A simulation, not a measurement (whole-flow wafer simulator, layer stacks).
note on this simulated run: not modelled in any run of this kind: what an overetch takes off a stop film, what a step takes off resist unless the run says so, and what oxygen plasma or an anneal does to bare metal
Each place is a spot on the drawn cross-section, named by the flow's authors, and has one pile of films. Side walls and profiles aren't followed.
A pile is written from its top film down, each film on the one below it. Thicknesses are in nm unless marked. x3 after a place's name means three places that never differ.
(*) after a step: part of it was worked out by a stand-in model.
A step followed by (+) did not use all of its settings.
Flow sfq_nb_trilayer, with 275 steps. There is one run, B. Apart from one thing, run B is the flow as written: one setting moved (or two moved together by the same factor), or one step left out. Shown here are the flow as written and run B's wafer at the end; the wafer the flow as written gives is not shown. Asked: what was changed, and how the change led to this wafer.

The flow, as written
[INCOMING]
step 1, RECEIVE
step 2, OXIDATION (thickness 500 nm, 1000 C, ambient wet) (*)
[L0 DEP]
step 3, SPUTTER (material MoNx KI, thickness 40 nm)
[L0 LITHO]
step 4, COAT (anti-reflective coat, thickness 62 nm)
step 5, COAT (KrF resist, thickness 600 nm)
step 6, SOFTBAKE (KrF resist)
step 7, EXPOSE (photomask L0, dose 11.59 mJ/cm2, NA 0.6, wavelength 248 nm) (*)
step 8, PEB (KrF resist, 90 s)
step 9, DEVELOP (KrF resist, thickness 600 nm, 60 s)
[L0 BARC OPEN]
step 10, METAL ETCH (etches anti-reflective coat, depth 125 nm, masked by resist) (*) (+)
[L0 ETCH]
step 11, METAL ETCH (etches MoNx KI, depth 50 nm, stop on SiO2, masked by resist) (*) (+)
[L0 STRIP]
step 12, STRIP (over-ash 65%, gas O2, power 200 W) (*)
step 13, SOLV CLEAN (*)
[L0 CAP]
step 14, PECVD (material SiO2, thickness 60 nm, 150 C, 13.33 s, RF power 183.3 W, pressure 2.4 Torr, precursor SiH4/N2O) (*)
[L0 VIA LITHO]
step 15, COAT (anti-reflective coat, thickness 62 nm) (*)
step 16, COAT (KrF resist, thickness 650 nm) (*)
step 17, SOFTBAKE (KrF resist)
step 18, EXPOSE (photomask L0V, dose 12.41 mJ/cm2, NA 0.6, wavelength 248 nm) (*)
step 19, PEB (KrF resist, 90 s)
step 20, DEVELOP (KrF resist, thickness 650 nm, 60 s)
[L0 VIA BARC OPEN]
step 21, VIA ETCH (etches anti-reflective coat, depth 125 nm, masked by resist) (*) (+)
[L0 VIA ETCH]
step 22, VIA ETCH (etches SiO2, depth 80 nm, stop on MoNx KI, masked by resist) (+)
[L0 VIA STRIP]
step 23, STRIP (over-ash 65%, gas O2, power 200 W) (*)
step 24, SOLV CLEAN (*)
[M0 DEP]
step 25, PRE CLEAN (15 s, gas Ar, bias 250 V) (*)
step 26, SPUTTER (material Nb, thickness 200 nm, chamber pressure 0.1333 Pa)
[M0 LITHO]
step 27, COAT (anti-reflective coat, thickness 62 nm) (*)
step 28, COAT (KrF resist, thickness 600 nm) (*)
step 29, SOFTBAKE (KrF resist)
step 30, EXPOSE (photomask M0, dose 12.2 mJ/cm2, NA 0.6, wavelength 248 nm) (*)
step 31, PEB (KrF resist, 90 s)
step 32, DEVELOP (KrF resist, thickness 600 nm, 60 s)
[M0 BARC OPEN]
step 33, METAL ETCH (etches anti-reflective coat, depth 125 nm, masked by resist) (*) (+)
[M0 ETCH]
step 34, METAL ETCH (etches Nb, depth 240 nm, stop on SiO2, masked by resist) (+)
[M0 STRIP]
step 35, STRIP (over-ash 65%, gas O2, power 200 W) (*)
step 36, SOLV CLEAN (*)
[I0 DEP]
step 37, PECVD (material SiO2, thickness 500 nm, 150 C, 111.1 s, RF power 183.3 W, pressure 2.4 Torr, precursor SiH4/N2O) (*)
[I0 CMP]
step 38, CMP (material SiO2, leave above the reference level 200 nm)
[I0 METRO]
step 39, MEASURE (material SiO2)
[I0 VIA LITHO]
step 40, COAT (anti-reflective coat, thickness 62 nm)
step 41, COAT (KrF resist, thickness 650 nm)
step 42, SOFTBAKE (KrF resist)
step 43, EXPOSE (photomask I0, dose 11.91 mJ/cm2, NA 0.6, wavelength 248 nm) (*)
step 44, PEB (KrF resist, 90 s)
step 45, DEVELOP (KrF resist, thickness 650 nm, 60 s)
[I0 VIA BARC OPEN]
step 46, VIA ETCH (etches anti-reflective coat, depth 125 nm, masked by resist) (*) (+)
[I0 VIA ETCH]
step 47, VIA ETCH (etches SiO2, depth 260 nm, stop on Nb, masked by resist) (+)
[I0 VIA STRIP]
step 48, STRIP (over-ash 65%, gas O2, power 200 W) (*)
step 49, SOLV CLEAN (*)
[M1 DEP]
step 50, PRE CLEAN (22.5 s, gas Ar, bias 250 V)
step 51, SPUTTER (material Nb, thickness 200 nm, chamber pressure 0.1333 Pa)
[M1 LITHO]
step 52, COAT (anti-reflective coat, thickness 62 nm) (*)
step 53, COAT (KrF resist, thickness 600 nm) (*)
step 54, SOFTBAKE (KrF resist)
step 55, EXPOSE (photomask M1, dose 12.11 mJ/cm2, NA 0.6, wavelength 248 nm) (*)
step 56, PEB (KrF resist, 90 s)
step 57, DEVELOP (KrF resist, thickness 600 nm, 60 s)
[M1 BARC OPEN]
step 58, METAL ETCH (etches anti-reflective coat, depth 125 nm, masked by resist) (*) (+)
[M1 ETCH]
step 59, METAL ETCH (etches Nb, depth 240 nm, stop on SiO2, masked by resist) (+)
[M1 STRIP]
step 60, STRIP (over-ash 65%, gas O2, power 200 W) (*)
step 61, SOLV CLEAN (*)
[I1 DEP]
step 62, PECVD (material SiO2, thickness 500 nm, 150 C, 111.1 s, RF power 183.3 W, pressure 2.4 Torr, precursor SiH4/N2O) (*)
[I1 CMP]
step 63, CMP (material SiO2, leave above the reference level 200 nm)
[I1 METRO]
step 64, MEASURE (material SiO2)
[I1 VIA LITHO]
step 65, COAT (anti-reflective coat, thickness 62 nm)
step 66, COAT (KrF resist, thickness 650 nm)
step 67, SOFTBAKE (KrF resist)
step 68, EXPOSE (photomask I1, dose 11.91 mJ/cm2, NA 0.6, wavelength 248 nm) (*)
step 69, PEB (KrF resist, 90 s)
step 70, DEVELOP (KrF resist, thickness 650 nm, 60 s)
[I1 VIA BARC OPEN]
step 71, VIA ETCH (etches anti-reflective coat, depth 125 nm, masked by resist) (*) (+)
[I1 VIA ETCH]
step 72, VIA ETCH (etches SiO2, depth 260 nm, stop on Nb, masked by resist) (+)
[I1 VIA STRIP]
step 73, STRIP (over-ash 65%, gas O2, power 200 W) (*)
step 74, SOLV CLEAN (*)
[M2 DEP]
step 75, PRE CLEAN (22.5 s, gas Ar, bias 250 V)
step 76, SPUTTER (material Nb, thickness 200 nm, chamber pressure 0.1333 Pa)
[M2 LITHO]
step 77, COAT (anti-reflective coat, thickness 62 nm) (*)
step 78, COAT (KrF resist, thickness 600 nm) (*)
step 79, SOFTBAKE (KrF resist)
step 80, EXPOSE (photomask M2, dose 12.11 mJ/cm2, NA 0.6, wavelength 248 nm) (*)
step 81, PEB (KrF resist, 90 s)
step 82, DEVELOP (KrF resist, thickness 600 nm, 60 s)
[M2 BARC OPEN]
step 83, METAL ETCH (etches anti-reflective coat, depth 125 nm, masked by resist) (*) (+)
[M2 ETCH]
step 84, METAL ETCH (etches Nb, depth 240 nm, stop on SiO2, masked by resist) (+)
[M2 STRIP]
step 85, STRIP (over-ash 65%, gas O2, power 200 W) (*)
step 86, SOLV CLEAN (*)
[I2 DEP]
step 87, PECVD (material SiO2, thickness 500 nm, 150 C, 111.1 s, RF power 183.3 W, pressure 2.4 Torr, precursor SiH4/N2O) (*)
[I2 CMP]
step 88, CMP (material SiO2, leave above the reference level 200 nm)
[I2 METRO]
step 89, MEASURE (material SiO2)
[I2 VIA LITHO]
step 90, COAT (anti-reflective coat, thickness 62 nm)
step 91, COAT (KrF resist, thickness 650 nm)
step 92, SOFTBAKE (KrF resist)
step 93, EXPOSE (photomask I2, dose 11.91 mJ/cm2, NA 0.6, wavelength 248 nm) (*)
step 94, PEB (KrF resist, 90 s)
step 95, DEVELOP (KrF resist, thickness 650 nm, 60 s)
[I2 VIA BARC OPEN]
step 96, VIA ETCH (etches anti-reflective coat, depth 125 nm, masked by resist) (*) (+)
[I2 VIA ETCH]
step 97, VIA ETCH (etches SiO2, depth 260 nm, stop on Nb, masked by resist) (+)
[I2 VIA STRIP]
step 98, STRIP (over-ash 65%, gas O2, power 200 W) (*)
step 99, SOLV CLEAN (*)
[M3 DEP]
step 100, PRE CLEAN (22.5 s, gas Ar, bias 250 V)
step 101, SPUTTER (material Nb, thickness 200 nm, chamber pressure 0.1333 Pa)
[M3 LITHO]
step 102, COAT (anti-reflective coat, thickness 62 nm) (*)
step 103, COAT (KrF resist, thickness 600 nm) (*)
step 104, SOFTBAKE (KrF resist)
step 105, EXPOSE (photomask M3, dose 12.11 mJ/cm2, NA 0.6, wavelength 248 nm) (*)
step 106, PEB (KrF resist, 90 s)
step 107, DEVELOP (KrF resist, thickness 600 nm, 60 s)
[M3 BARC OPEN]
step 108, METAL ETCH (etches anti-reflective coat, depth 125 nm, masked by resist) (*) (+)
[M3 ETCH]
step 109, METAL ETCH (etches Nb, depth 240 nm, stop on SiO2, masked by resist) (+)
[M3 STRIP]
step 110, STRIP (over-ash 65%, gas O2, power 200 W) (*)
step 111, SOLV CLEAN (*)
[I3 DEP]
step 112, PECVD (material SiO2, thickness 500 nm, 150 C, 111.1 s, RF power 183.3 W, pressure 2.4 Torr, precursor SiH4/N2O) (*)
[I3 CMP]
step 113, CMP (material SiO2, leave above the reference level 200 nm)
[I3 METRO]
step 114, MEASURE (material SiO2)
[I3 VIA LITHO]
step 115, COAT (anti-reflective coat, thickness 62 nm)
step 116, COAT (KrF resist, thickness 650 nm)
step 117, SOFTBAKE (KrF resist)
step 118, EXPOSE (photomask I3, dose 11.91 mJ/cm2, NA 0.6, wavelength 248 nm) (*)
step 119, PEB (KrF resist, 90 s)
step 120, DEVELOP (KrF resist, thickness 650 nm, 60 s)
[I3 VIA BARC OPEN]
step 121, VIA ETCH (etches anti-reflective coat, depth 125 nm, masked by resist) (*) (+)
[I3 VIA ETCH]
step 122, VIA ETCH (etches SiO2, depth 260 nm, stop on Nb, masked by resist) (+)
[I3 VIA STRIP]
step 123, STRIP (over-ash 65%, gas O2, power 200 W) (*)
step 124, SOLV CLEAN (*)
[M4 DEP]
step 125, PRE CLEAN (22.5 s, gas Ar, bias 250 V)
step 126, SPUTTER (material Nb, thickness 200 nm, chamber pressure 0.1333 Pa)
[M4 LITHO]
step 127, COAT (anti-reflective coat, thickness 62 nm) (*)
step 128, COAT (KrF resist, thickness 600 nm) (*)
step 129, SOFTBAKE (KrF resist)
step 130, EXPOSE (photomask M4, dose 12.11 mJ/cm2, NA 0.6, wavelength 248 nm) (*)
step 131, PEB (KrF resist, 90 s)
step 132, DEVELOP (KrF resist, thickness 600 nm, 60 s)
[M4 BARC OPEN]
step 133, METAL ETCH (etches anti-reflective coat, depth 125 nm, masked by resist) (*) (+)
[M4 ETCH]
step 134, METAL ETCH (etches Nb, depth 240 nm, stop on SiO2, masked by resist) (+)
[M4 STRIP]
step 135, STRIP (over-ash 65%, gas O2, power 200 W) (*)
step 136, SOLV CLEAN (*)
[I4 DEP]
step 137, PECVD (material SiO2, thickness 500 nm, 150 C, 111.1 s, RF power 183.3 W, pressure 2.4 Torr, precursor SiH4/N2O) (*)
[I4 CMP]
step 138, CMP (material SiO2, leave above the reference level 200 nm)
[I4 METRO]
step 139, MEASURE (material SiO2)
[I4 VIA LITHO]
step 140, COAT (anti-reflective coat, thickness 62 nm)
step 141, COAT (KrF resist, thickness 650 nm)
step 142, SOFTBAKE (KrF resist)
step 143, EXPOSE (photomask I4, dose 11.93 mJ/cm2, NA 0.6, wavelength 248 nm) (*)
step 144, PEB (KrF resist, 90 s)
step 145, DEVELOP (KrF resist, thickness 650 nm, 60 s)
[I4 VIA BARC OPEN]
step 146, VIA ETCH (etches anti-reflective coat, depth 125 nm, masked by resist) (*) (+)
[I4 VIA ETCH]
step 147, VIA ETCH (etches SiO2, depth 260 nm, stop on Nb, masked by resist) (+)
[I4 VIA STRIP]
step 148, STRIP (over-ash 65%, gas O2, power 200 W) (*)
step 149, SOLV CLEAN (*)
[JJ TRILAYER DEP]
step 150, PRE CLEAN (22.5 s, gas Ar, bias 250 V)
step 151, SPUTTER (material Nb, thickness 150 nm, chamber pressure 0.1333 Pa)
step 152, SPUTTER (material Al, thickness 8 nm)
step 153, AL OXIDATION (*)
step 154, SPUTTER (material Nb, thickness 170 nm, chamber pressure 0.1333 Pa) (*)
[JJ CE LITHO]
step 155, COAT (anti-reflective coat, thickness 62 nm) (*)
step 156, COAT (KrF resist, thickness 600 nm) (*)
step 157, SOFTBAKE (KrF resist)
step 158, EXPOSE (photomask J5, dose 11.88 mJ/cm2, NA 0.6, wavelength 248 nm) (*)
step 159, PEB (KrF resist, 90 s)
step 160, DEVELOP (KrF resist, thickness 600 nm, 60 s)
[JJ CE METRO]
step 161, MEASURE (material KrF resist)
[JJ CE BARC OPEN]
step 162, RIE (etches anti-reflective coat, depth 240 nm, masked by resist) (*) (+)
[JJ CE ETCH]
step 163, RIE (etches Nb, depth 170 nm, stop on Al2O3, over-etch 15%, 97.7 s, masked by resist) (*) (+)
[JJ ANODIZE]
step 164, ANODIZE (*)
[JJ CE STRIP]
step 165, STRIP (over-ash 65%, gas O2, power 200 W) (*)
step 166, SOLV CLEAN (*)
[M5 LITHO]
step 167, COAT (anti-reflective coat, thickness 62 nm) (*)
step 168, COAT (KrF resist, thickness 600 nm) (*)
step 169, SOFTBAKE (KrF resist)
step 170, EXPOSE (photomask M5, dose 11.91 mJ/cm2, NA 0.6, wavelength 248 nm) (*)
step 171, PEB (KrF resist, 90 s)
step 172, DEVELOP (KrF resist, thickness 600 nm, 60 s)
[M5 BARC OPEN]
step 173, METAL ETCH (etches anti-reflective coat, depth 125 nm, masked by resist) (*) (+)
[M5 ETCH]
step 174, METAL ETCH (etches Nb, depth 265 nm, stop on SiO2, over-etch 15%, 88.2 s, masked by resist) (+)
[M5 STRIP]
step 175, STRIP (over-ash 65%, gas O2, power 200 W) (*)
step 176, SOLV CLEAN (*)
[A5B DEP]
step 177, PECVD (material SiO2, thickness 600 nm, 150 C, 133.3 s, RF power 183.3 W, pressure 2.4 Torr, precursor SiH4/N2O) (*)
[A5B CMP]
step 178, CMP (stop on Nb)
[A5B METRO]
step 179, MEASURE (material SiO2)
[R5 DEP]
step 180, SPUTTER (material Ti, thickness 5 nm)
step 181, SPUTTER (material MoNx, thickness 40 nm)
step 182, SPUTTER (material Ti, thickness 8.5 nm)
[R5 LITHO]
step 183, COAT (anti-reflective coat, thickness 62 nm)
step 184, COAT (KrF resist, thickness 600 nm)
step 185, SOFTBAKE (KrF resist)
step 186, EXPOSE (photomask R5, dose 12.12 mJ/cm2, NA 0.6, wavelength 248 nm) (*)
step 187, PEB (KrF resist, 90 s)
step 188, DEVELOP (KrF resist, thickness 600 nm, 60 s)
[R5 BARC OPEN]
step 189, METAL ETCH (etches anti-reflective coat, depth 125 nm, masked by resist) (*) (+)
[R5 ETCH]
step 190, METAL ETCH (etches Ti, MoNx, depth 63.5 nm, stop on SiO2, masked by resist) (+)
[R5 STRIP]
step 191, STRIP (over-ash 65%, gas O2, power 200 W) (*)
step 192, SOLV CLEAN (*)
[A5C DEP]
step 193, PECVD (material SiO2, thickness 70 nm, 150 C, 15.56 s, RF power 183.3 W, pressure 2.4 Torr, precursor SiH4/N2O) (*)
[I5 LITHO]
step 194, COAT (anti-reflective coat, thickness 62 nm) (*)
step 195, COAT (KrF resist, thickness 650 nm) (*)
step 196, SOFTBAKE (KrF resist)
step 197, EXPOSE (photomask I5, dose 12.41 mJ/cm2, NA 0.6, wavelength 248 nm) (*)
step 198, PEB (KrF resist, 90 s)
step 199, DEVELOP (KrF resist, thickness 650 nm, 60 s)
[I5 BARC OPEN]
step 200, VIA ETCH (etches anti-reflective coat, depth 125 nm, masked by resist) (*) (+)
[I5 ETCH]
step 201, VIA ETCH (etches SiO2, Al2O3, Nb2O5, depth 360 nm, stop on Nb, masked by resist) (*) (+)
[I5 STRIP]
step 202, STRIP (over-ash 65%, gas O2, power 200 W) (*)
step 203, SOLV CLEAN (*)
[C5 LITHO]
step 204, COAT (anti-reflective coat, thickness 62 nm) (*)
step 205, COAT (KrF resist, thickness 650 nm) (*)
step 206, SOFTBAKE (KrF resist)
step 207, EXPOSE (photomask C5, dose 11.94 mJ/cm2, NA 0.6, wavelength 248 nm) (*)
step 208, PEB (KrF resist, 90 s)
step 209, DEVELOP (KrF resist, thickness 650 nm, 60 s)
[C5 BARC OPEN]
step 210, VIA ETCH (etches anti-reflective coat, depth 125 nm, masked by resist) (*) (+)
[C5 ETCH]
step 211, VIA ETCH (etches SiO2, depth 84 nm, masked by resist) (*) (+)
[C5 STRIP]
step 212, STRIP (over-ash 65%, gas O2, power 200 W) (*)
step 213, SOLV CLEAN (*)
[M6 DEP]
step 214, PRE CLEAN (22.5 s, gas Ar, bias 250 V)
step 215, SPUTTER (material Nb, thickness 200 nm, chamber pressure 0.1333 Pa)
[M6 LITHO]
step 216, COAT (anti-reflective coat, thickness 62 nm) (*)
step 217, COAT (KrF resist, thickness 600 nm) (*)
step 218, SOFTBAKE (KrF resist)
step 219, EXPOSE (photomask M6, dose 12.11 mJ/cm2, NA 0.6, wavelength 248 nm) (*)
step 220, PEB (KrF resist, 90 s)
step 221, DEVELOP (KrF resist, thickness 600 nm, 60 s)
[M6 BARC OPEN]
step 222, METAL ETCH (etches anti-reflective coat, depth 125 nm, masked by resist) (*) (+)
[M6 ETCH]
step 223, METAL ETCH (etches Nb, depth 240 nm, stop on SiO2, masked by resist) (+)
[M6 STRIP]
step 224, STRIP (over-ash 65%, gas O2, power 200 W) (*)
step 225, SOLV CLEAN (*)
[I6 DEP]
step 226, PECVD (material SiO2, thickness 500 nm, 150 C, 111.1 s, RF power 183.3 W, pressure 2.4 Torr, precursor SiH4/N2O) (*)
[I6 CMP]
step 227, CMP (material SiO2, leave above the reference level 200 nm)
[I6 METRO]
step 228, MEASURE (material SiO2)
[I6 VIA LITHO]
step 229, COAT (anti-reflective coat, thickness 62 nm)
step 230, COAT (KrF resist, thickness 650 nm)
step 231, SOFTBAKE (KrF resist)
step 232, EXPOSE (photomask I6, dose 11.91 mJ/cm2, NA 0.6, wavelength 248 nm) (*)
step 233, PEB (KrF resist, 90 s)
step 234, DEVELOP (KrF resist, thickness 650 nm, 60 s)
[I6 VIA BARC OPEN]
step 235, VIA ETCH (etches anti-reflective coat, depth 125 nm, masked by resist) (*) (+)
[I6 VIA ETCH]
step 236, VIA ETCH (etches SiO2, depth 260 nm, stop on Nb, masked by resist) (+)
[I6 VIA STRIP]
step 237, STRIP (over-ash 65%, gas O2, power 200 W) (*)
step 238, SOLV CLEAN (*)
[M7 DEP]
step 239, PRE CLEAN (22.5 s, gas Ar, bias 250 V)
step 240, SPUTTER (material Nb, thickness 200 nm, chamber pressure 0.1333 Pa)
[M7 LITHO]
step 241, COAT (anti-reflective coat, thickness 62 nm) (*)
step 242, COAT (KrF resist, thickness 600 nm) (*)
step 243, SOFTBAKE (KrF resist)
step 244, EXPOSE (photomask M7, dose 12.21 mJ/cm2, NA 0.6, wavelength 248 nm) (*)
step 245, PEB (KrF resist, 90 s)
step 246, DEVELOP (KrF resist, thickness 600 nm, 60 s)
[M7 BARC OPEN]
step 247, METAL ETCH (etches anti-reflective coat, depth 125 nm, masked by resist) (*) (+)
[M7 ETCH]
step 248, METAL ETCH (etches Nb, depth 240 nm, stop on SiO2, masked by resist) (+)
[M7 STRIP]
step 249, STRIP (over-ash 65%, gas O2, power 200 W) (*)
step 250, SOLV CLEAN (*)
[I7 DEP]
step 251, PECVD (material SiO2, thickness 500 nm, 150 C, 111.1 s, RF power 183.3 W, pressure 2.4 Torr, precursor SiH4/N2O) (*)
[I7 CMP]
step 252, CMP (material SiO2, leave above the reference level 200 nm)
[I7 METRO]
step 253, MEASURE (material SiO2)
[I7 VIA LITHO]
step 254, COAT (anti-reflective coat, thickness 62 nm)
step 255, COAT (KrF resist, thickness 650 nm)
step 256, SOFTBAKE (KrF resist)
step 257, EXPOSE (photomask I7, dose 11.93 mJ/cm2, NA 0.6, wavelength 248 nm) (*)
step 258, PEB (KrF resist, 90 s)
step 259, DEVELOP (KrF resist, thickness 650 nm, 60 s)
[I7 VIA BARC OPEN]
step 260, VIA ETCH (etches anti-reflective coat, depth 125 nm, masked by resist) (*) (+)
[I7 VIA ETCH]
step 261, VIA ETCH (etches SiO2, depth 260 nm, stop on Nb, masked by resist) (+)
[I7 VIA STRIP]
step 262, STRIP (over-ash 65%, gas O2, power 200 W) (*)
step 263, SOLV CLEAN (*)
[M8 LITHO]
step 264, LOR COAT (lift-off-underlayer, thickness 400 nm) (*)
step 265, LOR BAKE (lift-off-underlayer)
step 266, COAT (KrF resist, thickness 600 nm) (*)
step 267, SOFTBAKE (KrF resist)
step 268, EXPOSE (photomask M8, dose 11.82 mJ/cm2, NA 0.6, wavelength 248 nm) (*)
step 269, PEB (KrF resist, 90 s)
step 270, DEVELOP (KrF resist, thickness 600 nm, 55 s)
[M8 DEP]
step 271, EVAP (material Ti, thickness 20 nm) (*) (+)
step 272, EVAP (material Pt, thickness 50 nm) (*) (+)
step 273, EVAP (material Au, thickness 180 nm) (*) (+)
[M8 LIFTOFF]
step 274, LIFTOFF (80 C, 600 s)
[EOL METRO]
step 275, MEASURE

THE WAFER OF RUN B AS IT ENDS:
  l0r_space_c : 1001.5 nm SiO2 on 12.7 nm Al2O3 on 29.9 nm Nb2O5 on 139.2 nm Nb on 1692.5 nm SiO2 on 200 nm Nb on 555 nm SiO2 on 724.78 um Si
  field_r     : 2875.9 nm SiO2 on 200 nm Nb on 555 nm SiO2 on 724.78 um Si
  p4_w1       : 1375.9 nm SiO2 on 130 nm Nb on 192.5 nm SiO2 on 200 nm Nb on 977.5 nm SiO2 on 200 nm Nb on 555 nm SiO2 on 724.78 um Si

What caused this: step 126, SPUTTER: thickness 130 nm was run, while the flow as written has thickness 200 nm.
The wafer itself shows it: p4_w1 has Nb 130, and step 126 as written asks for 200 nm.

The path from the change to this, step by step:
  step 126, SPUTTER (material Nb, thickness 200 nm, chamber pressure 0.1333 Pa)
      field_l, v_sur, via_wl and 102 more: Nb gains 130 (new film) (in the flow as written it would be: Nb gains 200 (new film))
      via_v: Nb gains 107.3 (in the flow as written it would be: Nb gains 165.5)
  step 127, COAT (anti-reflective coat, thickness 62 nm) (*)
      via_v: anti-reflective coat gains 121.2 (new film) (in the flow as written it would be: anti-reflective coat gains 124.8 (new film))
  step 134, METAL ETCH (etches Nb, depth 240 nm, stop on SiO2, masked by resist) (+)
      field_l, be, be_sur and 64 more: Nb loses 130 (all of it) (in the flow as written it would be: Nb loses 200 (all of it))
      v_sur, via_wl, via_w and 36 more: KrF resist loses 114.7 (in the flow as written it would be: KrF resist loses 141.2)
  step 135, STRIP (over-ash 65%, gas O2, power 200 W) (*)
      p4_fl, p4_fm, p4_w1 and 26 more: KrF resist loses 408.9 (all of it), anti-reflective coat loses 62 (all of it) (in the flow as written it would be: KrF resist loses 382.4 (all of it), anti-reflective coat loses 62 (all of it))
      ln_m5, lsp_m, ln_m6: KrF resist loses 408.4 (all of it), anti-reflective coat loses 61.8 (all of it) (in the flow as written it would be: KrF resist loses 381.9 (all of it), anti-reflective coat loses 61.8 (all of it))
      (as well as at 7 more places)
  step 137, PECVD (material SiO2, thickness 500 nm, 150 C, 111.1 s, RF power 183.3 W, pressure 2.4 Torr, precursor SiH4/N2O) (*)
      p3_s0, p3_s1, p3_s2, p3_s3, p3_s4, p3_s5: SiO2 gains 500 (in the flow as written it would be: SiO2 gains 557.1)
      via_v: SiO2 gains 595.7 (new film) (in the flow as written it would be: SiO2 gains 615 (new film))
  step 138, CMP (material SiO2, leave above the reference level 200 nm)
      field_l, be, be_sur and 55 more: SiO2 loses 170 (in the flow as written it would be: SiO2 loses 100)
      p3_s0, p3_s1, p3_s2, p3_s3, p3_s4, p3_s5: SiO2 loses 170 (in the flow as written it would be: SiO2 loses 157.1)
      (as well as at 4 more places)
